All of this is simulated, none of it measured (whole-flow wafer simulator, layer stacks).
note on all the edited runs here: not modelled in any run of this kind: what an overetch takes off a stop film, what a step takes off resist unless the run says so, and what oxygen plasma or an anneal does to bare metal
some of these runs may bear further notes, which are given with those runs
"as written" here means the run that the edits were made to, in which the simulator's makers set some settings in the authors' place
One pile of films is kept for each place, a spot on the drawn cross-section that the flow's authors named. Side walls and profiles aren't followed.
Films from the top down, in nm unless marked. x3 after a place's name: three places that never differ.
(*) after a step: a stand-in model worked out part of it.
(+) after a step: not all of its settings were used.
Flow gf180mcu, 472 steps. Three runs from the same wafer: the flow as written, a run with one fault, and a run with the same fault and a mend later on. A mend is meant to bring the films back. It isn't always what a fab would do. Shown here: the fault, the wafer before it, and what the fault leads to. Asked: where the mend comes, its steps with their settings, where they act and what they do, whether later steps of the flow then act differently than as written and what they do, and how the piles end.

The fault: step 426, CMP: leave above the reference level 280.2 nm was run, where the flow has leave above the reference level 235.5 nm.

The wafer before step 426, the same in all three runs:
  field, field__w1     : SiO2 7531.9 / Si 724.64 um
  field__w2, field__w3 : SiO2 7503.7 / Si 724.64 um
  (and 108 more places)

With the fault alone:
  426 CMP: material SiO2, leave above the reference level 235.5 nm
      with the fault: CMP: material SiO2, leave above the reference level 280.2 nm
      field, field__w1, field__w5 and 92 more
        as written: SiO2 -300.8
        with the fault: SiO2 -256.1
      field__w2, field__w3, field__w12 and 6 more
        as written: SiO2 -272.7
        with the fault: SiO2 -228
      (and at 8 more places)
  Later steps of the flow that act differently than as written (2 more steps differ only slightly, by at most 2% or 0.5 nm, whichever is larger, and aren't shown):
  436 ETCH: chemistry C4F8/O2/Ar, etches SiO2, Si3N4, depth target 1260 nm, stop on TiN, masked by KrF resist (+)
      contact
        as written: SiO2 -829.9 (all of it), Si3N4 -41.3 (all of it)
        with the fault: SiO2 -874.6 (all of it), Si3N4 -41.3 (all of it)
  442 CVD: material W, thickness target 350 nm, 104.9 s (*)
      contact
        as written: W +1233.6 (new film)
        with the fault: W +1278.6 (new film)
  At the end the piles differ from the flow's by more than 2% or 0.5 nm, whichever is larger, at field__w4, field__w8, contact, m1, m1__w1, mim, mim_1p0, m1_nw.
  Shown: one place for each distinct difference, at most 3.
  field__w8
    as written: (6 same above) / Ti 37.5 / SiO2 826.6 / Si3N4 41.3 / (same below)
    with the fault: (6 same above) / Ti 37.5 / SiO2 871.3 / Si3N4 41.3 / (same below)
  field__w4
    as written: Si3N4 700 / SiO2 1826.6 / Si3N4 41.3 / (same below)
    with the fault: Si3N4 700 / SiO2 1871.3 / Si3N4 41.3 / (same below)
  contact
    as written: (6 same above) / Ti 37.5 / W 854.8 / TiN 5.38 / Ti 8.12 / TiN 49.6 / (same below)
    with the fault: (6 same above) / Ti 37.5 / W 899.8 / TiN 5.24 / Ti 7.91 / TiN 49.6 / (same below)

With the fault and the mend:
  The mend comes after step 434.
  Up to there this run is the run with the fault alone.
  434a STRIP: chemistry O2/N2, power 2160 W, pressure 1700 mTorr (*)
      field, field__w1, field__w2 and 108 more
        KrF resist -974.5 (all of it), anti-reflective coat -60 (all of it)
      contact
        anti-reflective coat -60 (all of it)
  434b CMP: material SiO2, leave above the reference level 235.5 nm (the flow's step 426 once more)
      field, field__w1, field__w2 and 109 more
        SiO2 -44.7
  434c HMDS: 120 C, 60 s (the flow's step 428 once more)
      changes no film at any place that is followed
  434d COAT: anti-reflective coat, thickness 60 nm, 182 C, 71 s (the flow's step 429 once more)
      field, field__w1, field__w2 and 109 more
        anti-reflective coat +60 (new film)
  434e COAT: KrF resist, thickness 1000 nm (the flow's step 430 once more)
      field, field__w1, field__w2 and 109 more
        KrF resist +1000 (new film)
  434f SOFTBAKE: KrF resist (the flow's step 431 once more)
      changes no film at any place that is followed
  434g EXPOSE: photomask Via5 (the flow's step 432 once more)
      changes no film at any place that is followed
  434h PEB: KrF resist, 135 C, 90 s (the flow's step 433 once more)
      field, field__w1, field__w2 and 109 more
        KrF resist -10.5
  434i DEVELOP: KrF resist, thickness 1000 nm, 60 s (the flow's step 434 once more)
      field, field__w1, field__w2 and 108 more
        KrF resist -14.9
      contact
        KrF resist -989.5 (all of it)
  No later step of the flow acts differently than as written at any place that is followed.
  At the end the piles are the same as the flow's at every place that both follow.
